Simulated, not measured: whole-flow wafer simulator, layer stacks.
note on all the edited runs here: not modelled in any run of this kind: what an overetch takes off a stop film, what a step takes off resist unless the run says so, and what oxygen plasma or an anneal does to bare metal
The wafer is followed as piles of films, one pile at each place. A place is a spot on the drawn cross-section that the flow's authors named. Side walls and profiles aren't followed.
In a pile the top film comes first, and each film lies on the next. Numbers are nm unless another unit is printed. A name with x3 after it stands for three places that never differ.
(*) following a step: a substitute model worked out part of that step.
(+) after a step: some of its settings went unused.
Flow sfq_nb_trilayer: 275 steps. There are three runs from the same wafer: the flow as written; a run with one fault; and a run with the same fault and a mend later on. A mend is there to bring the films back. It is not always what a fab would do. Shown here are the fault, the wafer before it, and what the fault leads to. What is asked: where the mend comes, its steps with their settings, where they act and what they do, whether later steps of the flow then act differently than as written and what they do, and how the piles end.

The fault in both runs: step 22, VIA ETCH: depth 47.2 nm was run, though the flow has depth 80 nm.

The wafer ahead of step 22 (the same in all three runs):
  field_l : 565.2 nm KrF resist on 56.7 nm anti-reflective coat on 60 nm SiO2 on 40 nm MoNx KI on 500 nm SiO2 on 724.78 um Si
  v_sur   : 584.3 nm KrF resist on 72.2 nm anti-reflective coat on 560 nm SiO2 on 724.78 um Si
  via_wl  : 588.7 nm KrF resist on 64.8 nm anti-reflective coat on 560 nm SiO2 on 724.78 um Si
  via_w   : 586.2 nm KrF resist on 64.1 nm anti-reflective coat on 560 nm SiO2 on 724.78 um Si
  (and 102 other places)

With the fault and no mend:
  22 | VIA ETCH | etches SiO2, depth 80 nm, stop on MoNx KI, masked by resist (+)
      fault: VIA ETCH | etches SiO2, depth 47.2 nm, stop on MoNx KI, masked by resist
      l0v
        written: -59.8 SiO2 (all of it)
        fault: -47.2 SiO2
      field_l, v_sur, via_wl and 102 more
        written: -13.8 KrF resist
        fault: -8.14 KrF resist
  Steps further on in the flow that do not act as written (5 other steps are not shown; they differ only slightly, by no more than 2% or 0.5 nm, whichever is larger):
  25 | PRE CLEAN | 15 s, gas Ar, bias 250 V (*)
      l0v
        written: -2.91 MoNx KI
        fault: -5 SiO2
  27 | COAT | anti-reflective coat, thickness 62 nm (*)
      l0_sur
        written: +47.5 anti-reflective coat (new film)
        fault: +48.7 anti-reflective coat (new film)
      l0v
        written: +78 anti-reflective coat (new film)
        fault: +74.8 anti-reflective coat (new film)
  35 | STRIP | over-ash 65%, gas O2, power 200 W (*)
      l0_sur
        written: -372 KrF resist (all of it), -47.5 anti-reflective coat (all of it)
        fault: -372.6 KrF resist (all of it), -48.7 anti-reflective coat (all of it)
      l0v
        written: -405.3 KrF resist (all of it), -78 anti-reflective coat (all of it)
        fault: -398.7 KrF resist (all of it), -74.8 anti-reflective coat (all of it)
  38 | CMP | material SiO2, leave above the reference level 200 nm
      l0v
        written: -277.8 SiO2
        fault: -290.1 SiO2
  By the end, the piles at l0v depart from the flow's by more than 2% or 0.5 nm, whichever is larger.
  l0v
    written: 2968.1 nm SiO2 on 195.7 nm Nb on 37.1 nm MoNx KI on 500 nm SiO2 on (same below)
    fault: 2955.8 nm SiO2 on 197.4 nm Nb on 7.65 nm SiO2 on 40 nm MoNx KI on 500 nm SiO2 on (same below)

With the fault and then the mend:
  The mend stands after step 22.
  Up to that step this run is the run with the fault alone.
  22a | VIA ETCH | etches SiO2, depth 32.8 nm, stop on MoNx KI, masked by resist (+) (the flow's step 22 again, with other settings)
      field_l, v_sur, via_wl and 102 more
        -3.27 KrF resist
      l0v
        -12.6 SiO2 (all of it)
  Later steps of the flow that are run all act as written at every place that is followed, up to a difference of at most 2% or 0.5 nm, whichever is larger.
  By the end, the piles equal the flow's at every place that both follow.
